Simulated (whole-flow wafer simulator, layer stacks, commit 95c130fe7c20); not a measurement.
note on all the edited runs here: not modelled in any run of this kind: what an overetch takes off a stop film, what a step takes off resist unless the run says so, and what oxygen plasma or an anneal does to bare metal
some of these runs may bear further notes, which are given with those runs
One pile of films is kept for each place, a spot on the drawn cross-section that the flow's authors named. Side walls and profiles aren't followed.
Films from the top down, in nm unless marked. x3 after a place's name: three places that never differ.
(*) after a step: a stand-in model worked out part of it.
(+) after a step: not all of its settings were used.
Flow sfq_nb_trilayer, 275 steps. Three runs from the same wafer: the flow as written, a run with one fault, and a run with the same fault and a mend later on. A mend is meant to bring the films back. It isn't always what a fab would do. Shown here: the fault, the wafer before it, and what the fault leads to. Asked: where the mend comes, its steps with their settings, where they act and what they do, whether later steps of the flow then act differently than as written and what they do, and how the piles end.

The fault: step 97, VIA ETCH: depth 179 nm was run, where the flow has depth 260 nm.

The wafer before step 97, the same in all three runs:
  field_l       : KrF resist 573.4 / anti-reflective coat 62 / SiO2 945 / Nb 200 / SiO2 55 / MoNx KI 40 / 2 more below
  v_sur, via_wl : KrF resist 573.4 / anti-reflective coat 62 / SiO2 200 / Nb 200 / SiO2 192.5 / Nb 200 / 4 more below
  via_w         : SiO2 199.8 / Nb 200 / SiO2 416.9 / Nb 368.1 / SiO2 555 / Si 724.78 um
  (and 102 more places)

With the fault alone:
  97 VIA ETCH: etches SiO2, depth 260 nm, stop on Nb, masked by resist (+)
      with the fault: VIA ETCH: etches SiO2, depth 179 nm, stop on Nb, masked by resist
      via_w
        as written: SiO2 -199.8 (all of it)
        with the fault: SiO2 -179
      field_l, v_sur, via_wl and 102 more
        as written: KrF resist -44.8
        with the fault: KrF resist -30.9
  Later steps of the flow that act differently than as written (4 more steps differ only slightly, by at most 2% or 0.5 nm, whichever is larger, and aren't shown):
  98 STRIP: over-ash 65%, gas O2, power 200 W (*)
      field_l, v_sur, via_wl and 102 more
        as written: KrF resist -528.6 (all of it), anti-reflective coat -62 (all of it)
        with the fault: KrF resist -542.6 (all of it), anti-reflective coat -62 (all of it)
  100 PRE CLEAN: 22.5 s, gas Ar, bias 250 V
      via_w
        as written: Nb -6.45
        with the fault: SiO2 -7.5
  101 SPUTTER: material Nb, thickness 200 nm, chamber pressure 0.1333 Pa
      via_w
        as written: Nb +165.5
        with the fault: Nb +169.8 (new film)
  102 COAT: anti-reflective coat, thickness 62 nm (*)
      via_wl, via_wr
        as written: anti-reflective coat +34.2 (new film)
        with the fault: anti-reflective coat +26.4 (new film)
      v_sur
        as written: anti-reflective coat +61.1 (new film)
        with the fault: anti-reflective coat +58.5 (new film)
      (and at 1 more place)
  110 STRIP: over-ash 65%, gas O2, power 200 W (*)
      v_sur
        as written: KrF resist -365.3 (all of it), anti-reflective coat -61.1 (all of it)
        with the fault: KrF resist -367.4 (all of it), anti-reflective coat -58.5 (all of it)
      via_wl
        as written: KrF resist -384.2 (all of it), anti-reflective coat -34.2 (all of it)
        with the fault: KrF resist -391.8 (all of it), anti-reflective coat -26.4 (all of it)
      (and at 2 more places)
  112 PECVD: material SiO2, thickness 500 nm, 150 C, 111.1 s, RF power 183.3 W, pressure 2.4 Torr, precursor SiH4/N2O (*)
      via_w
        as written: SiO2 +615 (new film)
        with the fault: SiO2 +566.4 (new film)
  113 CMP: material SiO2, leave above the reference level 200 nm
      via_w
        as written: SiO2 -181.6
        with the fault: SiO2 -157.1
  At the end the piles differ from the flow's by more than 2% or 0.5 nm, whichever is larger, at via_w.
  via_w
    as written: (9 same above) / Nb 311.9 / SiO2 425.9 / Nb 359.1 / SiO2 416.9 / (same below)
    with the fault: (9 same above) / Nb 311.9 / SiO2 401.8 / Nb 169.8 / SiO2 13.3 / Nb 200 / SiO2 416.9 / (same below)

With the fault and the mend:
  The mend comes after step 97.
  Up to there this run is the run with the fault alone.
  97a VIA ETCH: etches SiO2, depth 81 nm, stop on Nb, masked by resist (+) (the flow's step 97 once more, with other settings)
      field_l, v_sur, via_wl and 102 more
        KrF resist -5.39
      via_w
        SiO2 -20.8 (all of it)
  No later step of the flow acts differently than as written, at any place that is followed, by more than 2% or 0.5 nm, whichever is larger.
  At the end the piles are the same as the flow's at every place that both follow.
